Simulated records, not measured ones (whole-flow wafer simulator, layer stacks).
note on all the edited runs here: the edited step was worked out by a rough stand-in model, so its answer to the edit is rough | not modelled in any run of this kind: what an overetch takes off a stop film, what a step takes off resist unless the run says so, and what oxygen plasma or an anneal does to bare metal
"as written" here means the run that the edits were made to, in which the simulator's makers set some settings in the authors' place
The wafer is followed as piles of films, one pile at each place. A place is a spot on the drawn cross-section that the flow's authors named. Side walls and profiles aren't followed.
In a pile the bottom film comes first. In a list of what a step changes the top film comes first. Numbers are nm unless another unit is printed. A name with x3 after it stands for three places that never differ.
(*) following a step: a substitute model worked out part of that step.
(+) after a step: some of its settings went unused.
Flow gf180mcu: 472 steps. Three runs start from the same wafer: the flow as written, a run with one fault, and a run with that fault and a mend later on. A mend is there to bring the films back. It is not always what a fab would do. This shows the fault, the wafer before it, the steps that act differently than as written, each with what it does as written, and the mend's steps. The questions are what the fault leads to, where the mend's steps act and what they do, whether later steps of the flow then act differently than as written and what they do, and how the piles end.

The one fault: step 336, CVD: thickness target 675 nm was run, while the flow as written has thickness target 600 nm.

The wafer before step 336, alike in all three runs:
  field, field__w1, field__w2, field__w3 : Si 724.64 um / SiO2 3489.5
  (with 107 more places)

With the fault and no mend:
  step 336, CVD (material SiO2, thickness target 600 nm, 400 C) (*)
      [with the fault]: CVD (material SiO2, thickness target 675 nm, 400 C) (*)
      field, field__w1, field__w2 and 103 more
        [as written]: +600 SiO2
        [with the fault]: +675 SiO2
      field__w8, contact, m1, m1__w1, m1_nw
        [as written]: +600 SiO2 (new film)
        [with the fault]: +675 SiO2 (new film)
  Steps further on in the flow that do not act as written:
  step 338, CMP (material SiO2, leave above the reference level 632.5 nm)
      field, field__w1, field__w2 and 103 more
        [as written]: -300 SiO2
        [with the fault]: -375 SiO2
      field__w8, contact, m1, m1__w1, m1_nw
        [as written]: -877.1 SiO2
        [with the fault]: -952.1 SiO2
  The piles end the same as the flow's at every place that both follow.

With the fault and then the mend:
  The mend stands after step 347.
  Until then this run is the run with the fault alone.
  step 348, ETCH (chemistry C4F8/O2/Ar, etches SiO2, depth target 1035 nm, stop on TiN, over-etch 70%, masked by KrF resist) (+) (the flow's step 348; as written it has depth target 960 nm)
      field, field__w1, field__w2 and 107 more
        -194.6 KrF resist
      contact
        -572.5 SiO2 (all of it)
  Later steps of the flow that are run all act as written at every place that is followed, up to a difference of at most 2% or 0.5 nm, whichever is larger.
  The piles end the same as the flow's at every place that both follow.
